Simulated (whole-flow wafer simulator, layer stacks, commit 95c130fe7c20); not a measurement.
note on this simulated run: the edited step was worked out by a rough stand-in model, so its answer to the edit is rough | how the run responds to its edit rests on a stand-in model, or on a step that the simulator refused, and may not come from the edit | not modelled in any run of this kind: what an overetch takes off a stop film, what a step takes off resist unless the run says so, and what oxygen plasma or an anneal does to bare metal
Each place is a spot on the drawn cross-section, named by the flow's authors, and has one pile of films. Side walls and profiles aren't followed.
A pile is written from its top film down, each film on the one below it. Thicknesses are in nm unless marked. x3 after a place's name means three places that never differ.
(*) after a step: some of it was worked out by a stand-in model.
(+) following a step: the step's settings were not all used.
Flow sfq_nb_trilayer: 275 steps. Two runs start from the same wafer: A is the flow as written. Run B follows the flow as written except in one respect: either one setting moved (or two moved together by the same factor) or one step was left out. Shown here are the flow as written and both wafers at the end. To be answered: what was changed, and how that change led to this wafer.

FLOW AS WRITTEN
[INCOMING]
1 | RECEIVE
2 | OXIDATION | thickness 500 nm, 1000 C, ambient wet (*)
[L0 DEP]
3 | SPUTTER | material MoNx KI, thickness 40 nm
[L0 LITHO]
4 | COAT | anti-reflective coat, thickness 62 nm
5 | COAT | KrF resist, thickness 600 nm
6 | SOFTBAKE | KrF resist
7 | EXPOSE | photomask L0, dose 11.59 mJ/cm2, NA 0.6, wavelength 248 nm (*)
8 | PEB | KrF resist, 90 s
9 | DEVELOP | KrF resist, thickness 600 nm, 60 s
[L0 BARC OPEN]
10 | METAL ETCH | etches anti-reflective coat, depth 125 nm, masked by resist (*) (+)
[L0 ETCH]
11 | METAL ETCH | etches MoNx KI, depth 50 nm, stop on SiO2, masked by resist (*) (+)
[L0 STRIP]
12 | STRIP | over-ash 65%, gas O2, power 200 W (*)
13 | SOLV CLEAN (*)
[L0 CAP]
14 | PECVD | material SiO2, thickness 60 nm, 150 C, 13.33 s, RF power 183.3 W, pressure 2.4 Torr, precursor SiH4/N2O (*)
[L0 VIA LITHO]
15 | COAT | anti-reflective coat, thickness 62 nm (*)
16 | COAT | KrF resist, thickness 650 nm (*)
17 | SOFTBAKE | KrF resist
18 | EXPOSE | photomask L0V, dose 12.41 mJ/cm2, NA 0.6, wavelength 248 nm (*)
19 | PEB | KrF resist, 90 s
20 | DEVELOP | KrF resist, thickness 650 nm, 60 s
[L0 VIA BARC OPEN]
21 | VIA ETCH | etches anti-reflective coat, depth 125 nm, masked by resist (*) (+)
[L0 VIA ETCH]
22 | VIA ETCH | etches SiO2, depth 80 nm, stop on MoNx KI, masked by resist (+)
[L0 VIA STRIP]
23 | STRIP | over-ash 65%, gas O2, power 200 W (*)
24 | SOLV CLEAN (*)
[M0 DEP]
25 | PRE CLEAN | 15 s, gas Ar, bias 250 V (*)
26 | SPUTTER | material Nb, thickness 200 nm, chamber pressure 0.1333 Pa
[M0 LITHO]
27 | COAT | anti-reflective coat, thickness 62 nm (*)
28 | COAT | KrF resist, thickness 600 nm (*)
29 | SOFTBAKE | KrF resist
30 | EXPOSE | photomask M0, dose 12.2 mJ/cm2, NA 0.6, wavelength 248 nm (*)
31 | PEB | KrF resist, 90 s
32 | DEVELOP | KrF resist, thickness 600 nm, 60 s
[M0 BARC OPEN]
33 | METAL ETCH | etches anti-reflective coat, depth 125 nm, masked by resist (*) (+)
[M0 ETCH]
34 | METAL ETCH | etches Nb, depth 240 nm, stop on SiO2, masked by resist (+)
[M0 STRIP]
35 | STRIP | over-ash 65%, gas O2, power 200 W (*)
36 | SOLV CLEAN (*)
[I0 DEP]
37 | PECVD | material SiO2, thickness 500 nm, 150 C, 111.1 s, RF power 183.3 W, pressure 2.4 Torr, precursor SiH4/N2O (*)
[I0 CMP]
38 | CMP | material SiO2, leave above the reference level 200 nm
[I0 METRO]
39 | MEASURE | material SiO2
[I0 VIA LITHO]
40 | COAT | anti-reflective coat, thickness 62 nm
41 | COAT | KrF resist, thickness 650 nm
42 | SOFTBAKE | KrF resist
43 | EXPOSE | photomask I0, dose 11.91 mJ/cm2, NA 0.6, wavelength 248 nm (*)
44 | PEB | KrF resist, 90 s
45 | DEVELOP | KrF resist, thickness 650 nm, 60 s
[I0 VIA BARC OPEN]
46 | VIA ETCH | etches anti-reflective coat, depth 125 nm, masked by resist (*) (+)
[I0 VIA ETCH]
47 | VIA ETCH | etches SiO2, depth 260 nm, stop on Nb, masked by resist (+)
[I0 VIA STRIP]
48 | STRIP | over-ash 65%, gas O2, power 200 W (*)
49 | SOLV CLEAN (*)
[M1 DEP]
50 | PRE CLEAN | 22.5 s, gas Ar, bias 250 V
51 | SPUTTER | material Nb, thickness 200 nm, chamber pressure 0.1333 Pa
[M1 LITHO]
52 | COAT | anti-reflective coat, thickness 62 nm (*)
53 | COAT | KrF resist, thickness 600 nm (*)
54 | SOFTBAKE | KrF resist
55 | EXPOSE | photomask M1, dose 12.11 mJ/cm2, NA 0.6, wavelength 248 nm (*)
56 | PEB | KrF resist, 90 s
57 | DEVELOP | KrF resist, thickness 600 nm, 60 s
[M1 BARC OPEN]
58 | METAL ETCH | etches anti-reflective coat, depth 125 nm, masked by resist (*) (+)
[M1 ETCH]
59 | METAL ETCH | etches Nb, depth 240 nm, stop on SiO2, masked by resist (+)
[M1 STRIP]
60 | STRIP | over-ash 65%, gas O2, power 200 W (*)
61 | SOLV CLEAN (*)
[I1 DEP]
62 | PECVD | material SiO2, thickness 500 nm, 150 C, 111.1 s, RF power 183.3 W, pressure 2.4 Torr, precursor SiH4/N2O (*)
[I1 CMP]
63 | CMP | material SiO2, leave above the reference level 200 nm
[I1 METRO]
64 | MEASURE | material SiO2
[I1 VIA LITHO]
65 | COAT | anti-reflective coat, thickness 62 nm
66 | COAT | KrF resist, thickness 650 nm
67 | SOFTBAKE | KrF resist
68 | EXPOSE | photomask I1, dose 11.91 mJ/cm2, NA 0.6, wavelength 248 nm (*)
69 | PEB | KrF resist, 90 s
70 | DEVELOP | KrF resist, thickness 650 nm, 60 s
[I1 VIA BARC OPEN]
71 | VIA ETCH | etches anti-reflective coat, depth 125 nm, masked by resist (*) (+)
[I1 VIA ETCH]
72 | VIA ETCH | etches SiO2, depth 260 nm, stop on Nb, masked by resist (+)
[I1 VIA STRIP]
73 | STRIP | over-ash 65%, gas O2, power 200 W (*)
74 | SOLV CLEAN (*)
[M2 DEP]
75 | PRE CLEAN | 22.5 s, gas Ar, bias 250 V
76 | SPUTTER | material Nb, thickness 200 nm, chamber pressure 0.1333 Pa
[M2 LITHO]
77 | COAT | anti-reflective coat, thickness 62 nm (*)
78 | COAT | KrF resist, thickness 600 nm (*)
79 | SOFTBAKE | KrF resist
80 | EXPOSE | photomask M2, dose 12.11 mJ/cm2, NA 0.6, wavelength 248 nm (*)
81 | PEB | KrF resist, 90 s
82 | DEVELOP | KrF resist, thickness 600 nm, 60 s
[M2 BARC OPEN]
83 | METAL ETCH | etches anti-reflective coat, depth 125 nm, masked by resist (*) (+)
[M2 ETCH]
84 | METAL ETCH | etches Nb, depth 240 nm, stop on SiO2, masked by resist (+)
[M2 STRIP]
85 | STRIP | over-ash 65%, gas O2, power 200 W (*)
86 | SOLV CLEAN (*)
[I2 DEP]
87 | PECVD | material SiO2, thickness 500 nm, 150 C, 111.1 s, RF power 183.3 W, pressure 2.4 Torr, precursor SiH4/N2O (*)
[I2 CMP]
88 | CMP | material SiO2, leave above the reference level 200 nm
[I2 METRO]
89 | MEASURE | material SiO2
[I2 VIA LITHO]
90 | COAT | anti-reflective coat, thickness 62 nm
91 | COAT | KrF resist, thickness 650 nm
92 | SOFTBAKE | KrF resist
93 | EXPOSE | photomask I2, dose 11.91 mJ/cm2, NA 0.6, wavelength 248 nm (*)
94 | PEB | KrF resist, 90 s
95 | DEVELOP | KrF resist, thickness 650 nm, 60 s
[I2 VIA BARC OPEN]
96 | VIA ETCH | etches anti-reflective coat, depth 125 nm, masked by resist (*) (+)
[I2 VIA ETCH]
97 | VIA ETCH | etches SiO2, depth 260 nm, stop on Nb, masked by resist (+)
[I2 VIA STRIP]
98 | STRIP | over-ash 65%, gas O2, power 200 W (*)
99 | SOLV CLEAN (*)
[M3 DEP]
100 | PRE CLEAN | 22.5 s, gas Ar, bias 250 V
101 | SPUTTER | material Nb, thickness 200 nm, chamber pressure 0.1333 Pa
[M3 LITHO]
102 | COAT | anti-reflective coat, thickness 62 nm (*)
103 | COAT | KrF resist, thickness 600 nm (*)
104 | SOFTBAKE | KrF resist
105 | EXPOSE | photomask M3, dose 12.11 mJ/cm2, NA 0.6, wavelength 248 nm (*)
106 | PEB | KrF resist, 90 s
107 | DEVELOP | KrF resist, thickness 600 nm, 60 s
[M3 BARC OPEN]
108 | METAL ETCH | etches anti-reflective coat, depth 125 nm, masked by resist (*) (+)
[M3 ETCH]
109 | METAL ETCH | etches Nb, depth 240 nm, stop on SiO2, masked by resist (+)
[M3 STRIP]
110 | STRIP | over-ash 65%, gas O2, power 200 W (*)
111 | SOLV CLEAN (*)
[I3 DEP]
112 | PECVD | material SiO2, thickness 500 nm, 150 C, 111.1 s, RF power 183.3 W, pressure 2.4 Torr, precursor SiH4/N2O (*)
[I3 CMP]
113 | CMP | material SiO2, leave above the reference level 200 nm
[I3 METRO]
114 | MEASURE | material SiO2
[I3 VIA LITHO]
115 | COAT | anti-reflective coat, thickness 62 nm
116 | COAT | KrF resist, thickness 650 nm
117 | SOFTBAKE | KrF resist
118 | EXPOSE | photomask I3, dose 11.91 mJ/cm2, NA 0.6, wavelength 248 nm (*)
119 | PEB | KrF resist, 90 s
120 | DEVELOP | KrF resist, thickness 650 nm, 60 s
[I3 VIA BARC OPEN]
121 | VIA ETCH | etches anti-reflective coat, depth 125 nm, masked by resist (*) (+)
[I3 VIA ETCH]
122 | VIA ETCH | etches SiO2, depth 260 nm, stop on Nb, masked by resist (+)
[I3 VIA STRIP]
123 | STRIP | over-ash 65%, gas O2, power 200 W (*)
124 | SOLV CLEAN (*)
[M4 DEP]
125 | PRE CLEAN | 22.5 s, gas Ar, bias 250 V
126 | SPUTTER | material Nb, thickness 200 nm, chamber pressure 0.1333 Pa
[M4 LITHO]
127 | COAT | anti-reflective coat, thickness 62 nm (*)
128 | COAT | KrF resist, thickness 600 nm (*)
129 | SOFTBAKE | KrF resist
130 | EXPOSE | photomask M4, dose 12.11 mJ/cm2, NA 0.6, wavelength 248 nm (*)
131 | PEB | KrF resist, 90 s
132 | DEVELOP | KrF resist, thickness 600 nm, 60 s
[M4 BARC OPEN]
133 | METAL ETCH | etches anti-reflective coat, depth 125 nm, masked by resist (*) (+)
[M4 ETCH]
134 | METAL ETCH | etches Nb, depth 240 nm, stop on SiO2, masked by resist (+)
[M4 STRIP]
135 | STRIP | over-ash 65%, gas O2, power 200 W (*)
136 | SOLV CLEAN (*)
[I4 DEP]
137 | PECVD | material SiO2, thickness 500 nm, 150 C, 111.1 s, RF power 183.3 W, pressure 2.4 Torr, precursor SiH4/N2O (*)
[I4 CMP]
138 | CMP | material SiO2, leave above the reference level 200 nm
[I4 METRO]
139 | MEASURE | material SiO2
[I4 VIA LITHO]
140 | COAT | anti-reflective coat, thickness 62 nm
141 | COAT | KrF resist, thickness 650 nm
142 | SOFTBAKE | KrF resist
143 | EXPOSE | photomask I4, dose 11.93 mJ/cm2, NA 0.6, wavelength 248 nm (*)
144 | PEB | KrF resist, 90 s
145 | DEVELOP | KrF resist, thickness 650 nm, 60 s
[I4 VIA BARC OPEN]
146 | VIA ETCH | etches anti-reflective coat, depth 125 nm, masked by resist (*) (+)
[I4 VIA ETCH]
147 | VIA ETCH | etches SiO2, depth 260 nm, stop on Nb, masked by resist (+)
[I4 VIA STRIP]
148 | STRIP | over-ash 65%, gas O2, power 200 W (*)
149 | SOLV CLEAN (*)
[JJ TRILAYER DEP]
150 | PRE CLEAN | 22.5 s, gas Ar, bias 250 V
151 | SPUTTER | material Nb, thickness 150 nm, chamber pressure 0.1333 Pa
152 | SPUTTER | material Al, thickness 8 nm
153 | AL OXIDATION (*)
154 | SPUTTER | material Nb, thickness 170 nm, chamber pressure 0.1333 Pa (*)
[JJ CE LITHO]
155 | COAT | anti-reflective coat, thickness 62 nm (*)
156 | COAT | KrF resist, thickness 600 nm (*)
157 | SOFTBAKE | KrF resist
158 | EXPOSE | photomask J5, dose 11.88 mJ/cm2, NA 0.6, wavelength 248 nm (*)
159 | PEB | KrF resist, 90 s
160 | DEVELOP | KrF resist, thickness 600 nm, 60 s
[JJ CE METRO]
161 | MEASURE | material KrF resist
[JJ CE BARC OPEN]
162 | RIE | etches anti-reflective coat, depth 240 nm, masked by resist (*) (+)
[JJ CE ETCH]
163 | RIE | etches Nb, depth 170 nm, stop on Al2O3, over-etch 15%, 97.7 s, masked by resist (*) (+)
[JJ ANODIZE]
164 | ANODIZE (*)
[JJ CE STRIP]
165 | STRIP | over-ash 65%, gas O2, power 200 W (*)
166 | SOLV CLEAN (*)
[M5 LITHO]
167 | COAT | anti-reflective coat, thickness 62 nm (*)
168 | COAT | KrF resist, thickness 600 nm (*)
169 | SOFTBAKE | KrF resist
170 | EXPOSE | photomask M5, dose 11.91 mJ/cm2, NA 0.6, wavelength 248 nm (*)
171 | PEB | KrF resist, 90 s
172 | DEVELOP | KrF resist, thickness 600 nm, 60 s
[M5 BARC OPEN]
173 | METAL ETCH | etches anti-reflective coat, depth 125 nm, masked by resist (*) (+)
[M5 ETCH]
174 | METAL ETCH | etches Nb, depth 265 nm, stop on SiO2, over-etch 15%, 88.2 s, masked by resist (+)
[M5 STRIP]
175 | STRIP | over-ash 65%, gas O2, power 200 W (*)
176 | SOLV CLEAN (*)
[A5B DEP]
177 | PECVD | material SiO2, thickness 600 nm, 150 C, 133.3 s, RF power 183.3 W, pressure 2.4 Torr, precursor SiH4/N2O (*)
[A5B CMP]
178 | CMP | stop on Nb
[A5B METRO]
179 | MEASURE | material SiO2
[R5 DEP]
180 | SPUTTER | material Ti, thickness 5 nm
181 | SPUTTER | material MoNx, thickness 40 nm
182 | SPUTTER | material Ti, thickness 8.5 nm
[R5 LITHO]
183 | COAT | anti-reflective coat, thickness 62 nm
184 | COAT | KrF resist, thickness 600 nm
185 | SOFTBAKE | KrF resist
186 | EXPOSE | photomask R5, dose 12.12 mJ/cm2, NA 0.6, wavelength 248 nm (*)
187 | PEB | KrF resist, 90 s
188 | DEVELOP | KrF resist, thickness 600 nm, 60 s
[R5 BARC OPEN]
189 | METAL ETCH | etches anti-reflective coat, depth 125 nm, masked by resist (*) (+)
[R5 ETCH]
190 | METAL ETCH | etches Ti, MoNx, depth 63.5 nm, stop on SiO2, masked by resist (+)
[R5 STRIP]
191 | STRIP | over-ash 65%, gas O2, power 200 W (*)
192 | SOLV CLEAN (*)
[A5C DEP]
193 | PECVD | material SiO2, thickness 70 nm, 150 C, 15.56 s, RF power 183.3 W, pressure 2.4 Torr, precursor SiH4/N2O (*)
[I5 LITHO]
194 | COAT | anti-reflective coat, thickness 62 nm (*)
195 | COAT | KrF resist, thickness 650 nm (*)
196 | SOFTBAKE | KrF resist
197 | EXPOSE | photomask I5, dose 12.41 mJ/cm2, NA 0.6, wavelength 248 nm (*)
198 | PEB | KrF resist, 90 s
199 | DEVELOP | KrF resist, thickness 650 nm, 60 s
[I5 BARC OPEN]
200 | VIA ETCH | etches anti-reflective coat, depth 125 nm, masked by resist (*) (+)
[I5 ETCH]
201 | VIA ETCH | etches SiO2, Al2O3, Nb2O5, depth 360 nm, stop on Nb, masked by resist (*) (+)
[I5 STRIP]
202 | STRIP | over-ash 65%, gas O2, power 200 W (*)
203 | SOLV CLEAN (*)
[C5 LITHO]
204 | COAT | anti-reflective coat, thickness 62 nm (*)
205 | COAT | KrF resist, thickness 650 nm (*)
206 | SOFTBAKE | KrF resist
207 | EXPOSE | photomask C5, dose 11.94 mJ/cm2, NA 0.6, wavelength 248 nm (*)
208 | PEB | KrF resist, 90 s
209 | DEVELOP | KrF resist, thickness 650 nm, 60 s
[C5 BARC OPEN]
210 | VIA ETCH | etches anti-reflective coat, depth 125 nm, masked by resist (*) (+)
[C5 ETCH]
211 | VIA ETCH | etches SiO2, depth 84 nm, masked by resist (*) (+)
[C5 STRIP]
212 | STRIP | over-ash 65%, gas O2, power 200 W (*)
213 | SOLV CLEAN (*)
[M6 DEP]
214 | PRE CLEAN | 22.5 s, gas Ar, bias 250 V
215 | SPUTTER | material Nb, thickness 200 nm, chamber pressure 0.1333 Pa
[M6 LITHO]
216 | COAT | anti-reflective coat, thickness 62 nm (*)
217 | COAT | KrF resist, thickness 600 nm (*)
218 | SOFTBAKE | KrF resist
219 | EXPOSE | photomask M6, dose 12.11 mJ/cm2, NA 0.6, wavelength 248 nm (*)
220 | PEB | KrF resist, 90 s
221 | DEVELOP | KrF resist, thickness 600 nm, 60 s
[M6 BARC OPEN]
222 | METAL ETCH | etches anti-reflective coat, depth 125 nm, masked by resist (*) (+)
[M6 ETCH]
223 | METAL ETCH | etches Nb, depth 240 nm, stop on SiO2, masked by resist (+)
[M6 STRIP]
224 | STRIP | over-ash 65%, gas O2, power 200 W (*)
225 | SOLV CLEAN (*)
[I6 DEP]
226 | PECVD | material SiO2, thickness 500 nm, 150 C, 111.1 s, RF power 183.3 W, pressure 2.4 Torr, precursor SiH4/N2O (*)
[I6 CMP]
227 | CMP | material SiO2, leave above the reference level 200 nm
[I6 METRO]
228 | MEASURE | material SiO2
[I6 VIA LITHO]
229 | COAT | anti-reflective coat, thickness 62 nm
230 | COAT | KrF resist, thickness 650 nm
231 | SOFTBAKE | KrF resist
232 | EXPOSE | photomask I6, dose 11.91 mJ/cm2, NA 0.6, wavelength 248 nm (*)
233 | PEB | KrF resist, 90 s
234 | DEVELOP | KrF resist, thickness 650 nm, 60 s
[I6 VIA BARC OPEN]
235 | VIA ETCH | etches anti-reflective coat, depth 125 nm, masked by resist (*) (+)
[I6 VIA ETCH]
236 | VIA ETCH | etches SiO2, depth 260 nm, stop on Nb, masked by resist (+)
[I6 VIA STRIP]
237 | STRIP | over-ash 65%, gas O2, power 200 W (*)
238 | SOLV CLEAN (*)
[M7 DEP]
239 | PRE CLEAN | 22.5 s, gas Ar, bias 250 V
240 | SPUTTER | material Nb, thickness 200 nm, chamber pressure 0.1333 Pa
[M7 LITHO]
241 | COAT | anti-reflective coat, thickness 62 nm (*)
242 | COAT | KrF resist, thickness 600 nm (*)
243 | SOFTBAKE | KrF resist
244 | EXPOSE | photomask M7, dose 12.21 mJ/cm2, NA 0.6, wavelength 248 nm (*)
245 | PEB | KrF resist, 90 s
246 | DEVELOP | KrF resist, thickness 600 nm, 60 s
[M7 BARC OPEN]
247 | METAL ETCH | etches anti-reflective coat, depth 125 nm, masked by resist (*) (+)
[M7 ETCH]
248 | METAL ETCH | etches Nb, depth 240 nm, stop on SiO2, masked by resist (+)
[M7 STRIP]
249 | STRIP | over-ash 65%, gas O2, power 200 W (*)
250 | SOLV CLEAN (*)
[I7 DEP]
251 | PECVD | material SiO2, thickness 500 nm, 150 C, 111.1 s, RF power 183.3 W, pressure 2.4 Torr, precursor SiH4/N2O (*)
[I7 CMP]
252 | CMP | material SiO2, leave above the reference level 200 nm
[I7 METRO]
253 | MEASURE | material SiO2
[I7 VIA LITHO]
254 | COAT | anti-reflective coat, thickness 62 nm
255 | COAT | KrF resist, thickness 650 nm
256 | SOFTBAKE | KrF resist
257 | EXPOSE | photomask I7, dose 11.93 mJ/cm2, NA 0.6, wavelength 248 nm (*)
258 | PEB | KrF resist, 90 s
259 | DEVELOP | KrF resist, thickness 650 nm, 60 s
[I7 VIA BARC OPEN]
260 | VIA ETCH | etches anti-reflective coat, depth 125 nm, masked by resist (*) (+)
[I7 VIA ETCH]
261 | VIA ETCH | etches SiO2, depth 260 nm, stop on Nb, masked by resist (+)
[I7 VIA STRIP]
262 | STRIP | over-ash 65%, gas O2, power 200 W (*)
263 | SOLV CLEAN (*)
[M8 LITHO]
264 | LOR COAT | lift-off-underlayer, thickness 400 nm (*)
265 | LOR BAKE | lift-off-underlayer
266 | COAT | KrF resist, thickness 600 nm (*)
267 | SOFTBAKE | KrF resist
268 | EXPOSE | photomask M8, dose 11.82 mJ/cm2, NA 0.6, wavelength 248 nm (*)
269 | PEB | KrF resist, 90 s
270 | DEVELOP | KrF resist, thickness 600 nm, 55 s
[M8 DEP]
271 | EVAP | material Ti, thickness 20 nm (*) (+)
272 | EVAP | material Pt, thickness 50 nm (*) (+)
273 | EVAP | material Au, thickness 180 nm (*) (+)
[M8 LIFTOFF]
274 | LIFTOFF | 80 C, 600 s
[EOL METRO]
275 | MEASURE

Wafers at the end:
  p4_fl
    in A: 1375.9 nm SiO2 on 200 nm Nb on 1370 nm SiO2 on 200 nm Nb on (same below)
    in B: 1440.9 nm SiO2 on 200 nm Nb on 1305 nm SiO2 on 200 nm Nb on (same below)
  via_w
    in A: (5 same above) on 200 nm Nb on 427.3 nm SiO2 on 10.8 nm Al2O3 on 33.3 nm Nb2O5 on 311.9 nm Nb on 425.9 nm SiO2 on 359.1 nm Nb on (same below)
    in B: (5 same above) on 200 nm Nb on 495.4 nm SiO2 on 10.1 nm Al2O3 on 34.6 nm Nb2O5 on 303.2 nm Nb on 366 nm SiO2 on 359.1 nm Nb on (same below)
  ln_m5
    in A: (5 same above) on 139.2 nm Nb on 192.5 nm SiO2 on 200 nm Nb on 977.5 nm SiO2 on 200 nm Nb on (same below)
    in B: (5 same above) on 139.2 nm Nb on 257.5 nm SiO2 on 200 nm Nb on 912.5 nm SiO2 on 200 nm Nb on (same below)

The reason: step 112, PECVD: thickness 335 nm was run, though the flow has thickness 500 nm; step 112, PECVD: 74.44 s was run, where the flow has 111.1 s.

How this came from the change, step by step:
  112 | PECVD | material SiO2, thickness 500 nm, 150 C, 111.1 s, RF power 183.3 W, pressure 2.4 Torr, precursor SiH4/N2O (*)
      field_l, be, be_sur and 64 more: A SiO2 gains 500 | B SiO2 gains 335
      v_sur, via_wl, via_wr and 27 more: A SiO2 gains 500 (new film) | B SiO2 gains 335 (new film)
      (also at 9 further places)
  113 | CMP | material SiO2, leave above the reference level 200 nm
      field_l, be, be_sur and 64 more: A SiO2 loses 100 | B nothing
      p4_g1, p4_g2, p3_s0, p3_s1, p3_s2, p3_s3, p3_s4, p3_s5: A SiO2 loses 157.1 | B nothing
      (also at 31 further places)
  115 | COAT | anti-reflective coat, thickness 62 nm
      m0r_line_l, m0r_line_r, m6r_line_l, m6r_line_r, m7r_line_l, m7r_line_r: A anti-reflective coat gains 62 (new film) | B anti-reflective coat gains 63.6 (new film)
      m0r_space_l, m0r_space_r, m6r_space_l, m6r_space_r, m7r_space_l, m7r_space_r: A anti-reflective coat gains 62 (new film) | B anti-reflective coat gains 71.3 (new film)
      (also at 72 further places)
  116 | COAT | KrF resist, thickness 650 nm
      p4_fm, wl_g_sl: A KrF resist gains 650 (new film) | B KrF resist gains 664.8 (new film)
      p3_l2, p3_l3: A KrF resist gains 650 (new film) | B KrF resist gains 632.2 (new film)
      (also at 29 further places)
  120 | DEVELOP | KrF resist, thickness 650 nm, 60 s
      via_v: A KrF resist loses 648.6 (all of it) | B KrF resist loses 625.1 (all of it)
  121 | VIA ETCH | etches anti-reflective coat, depth 125 nm, masked by resist (*) (+)
      field_l, v_sur, via_wl and 102 more: A KrF resist loses 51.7 | B KrF resist loses 47.3
      via_v: A anti-reflective coat loses 62 (all of it), SiO2 loses 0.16 | B anti-reflective coat loses 56.8 (all of it), SiO2 loses 0.14
  123 | STRIP | over-ash 65%, gas O2, power 200 W (*)
      m0r_line_l, m0r_line_r, m6r_line_l, m6r_line_r, m7r_line_l, m7r_line_r: A KrF resist loses 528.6 (all of it), anti-reflective coat loses 62 (all of it) | B KrF resist loses 545.4 (all of it), anti-reflective coat loses 63.6 (all of it)
      m0r_space_l, m0r_space_r, m6r_space_l, m6r_space_r, m7r_space_l, m7r_space_r: A KrF resist loses 528.6 (all of it), anti-reflective coat loses 62 (all of it) | B KrF resist loses 540.2 (all of it), anti-reflective coat loses 71.3 (all of it)
      (also at 73 further places)
  126 | SPUTTER | material Nb, thickness 200 nm, chamber pressure 0.1333 Pa
      via_w: A Nb gains 200 (new film) | B Nb gains 195.4 (new film)
  127 | COAT | anti-reflective coat, thickness 62 nm (*)
      p3_fr, wl_g_sr, m0r_space_l, m6r_space_l, m7r_space_l: A anti-reflective coat gains 62 (new film) | B anti-reflective coat gains 69.8 (new film)
      m0r_line_r, m5r_line_l, m5r_line_r, m6r_line_r, m7r_line_r: A anti-reflective coat gains 62 (new film) | B anti-reflective coat gains 63.5 (new film)
      (also at 74 further places)
  128 | COAT | KrF resist, thickness 600 nm (*)
      p4_g1, p3_s5: A KrF resist gains 600 (new film) | B KrF resist gains 612.3 (new film)
      wl_c_sr, wl_e_m5: A KrF resist gains 600 (new film) | B KrF resist gains 586.2 (new film)
      (also at 37 further places)
  132 | DEVELOP | KrF resist, thickness 600 nm, 60 s
      p3_s2, p3_s3: A KrF resist loses 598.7 (all of it) | B KrF resist loses 612.2 (all of it)
      m5r_linepad_l, m5r_linepad_r: A KrF resist loses 598.7 (all of it) | B KrF resist loses 585.1 (all of it)
      (also at 16 further places)
  133 | METAL ETCH | etches anti-reflective coat, depth 125 nm, masked by resist (*) (+)
      v_sur, via_wl, via_w and 36 more: A KrF resist loses 51.7 | B KrF resist loses 54.8
      p3_fr, wl_g_sr, m0r_space_l, m6r_space_l, m7r_space_l: A anti-reflective coat loses 62 (all of it) | B anti-reflective coat loses 69.8 (all of it)
      (also at 43 further places)
  135 | STRIP | over-ash 65%, gas O2, power 200 W (*)
      wl_a_sr, wl_b_sl: A KrF resist loses 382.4 (all of it), anti-reflective coat loses 62 (all of it) | B KrF resist loses 372.7 (all of it), anti-reflective coat loses 60.4 (all of it)
      v_sur: A KrF resist loses 379.9 (all of it), anti-reflective coat loses 61.4 (all of it) | B KrF resist loses 349.5 (all of it), anti-reflective coat loses 48.7 (all of it)
      (also at 33 further places)
  137 | PECVD | material SiO2, thickness 500 nm, 150 C, 111.1 s, RF power 183.3 W, pressure 2.4 Torr, precursor SiH4/N2O (*)
      p3_s0, p3_s1, p3_s2, p3_s3, p3_s4, p3_s5: A SiO2 gains 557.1 | B SiO2 gains 622.1
  138 | CMP | material SiO2, leave above the reference level 200 nm
      field_l, be, be_sur and 55 more: A SiO2 loses 100 | B SiO2 loses 35
      ln_m5, lsp_m, ln_m6, p4_fl, p4_fm, p4_g1, p4_g2, p4_fr: A SiO2 loses 300 | B SiO2 loses 235
      (also at 4 further places)
  147 | VIA ETCH | etches SiO2, depth 260 nm, stop on Nb, masked by resist (+)
      via_w: A SiO2 loses 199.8 (all of it) | B SiO2 loses 260
  ... another 14 steps ...
  178 | CMP | stop on Nb
      via_w: A SiO2 loses 235.2 | B SiO2 loses 226.5
